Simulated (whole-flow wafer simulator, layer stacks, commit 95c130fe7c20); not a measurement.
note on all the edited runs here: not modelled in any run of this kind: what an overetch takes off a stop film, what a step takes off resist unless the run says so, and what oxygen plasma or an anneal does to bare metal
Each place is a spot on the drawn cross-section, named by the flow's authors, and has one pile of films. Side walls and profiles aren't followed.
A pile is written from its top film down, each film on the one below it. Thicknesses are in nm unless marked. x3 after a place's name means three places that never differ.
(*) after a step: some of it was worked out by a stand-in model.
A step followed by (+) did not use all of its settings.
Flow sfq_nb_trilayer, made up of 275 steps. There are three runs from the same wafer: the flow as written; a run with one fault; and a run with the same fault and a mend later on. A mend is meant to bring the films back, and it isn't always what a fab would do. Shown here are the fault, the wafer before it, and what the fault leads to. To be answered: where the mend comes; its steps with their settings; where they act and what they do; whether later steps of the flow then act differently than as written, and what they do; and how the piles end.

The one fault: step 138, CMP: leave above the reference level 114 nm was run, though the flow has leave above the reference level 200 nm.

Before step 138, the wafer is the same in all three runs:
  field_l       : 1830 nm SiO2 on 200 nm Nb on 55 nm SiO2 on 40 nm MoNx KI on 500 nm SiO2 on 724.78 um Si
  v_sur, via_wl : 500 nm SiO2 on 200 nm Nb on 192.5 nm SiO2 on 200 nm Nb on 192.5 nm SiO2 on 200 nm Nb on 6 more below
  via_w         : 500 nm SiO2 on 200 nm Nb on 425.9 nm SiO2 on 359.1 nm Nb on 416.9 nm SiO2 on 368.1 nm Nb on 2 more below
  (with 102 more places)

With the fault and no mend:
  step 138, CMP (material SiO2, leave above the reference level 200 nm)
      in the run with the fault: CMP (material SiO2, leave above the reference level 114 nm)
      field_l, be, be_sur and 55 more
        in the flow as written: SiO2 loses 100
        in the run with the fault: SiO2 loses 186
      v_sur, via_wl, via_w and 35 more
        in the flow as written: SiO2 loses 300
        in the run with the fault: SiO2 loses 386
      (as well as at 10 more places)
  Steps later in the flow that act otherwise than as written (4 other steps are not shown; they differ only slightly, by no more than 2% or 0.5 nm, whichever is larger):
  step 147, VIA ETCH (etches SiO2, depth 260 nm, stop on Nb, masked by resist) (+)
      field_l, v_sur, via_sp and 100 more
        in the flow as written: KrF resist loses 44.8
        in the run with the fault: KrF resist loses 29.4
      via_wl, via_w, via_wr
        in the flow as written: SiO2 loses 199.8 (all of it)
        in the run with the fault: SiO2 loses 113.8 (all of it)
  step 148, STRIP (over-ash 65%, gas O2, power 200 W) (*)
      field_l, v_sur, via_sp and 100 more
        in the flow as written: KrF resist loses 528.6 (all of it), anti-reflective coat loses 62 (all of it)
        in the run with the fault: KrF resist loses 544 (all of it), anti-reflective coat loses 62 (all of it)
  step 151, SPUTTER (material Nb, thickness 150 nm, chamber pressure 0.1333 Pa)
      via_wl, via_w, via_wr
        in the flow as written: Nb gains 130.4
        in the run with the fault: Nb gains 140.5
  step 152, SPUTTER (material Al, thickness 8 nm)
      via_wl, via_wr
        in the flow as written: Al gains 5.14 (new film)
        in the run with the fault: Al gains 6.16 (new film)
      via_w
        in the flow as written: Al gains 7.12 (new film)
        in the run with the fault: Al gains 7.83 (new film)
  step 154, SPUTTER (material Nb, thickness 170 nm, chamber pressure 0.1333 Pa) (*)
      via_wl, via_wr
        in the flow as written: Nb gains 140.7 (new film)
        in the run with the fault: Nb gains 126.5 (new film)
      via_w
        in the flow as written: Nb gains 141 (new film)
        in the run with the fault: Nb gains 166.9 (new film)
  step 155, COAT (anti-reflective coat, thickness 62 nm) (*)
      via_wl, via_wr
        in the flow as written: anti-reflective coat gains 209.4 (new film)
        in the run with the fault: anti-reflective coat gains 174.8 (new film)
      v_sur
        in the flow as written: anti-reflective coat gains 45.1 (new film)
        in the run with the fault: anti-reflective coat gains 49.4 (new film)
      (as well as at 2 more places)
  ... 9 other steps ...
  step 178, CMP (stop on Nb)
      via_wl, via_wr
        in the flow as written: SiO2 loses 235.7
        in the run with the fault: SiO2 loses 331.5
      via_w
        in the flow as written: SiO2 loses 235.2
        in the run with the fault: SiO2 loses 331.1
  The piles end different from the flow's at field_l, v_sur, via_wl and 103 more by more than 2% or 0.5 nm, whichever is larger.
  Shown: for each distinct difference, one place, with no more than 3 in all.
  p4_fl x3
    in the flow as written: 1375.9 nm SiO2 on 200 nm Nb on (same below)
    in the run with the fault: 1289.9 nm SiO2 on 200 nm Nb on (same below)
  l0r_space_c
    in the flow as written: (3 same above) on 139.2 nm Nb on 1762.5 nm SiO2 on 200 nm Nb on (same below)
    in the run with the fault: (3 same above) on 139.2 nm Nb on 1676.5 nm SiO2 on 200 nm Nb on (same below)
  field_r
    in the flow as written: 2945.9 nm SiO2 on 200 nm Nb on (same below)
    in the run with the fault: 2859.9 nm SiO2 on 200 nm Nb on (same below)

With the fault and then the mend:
  The mend stands after step 139.
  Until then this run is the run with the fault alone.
  step 139a, PECVD (material SiO2, thickness 86 nm, 150 C, 19.11 s, RF power 183.3 W, pressure 2.4 Torr, precursor SiH4/N2O) (the flow's step 137, run once more with other settings)
      field_l, v_sur, via_wl and 103 more
        SiO2 gains 86
  Later steps of the flow that are run all act as written at every place that is followed, up to a difference of at most 2% or 0.5 nm, whichever is larger.
  The piles end the same as the flow's at every place that both follow.
